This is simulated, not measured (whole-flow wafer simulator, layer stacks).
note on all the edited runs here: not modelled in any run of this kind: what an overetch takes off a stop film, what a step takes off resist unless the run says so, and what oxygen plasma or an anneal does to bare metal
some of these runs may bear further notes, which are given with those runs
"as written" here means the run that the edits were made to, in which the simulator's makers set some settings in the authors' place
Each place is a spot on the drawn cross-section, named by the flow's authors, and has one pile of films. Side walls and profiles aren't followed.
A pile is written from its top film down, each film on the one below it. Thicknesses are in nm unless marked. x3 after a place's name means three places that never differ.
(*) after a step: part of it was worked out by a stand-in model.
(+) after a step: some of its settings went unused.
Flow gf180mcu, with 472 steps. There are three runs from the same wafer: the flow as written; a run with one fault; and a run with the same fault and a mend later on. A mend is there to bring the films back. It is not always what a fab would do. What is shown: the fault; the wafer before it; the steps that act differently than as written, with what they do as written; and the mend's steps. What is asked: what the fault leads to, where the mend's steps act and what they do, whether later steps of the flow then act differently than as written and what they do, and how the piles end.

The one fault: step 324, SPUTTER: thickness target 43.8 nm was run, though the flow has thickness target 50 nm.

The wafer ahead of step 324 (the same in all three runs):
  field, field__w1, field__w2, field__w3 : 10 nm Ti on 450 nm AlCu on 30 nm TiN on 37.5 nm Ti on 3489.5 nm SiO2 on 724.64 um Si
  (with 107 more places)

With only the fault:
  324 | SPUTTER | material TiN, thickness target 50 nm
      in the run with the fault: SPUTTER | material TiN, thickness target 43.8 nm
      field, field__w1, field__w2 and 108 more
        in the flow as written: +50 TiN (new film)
        in the run with the fault: +43.8 TiN (new film)
  Steps later in the flow that act otherwise than as written (not shown: 5 more steps that differ only slightly, by at most 2% or 0.5 nm, whichever is larger):
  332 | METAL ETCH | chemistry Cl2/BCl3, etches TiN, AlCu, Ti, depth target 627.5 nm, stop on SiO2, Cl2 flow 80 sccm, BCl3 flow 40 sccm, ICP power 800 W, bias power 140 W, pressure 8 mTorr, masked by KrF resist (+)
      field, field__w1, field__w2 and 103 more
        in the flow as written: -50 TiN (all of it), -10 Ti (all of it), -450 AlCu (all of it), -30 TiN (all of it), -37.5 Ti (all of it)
        in the run with the fault: -43.8 TiN (all of it), -10 Ti (all of it), -450 AlCu (all of it), -30 TiN (all of it), -37.5 Ti (all of it)
  The piles end different from the flow's at field__w8, contact, m1, m1__w1, m1_nw by more than 2% or 0.5 nm, whichever is larger.
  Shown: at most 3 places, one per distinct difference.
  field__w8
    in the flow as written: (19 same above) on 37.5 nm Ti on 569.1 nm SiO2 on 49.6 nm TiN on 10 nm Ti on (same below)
    in the run with the fault: (19 same above) on 37.5 nm Ti on 575.3 nm SiO2 on 43.4 nm TiN on 10 nm Ti on (same below)
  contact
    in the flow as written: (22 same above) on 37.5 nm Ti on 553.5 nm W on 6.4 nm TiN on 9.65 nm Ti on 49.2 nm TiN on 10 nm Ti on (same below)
    in the run with the fault: (22 same above) on 37.5 nm Ti on 559.8 nm W on 6.38 nm TiN on 9.62 nm Ti on 43 nm TiN on 10 nm Ti on (same below)

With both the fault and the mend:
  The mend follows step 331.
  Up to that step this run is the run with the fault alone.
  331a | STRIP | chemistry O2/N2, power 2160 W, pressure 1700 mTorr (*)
      field__w8, contact, m1, m1__w1, m1_nw
        -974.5 KrF resist (all of it)
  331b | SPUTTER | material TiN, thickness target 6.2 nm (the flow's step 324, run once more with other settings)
      field, field__w1, field__w2 and 108 more
        +6.2 TiN
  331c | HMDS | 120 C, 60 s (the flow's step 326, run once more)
      does not change any film at any place that is followed
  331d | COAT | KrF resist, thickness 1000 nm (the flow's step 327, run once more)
      field, field__w1, field__w2 and 108 more
        +1000 KrF resist (new film)
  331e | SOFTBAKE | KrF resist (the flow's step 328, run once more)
      does not change any film at any place that is followed
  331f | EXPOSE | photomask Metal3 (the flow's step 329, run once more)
      does not change any film at any place that is followed
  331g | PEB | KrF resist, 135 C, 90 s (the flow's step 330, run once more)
      field, field__w1, field__w2 and 108 more
        -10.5 KrF resist
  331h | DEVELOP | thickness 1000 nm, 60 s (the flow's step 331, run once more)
      field, field__w1, field__w2 and 103 more
        -989.5 KrF resist (all of it)
      field__w8, contact, m1, m1__w1, m1_nw
        -14.9 KrF resist
  None of the later steps of the flow acts differently than as written at any place that is followed.
  By the end, the piles equal the flow's at every place that both follow.
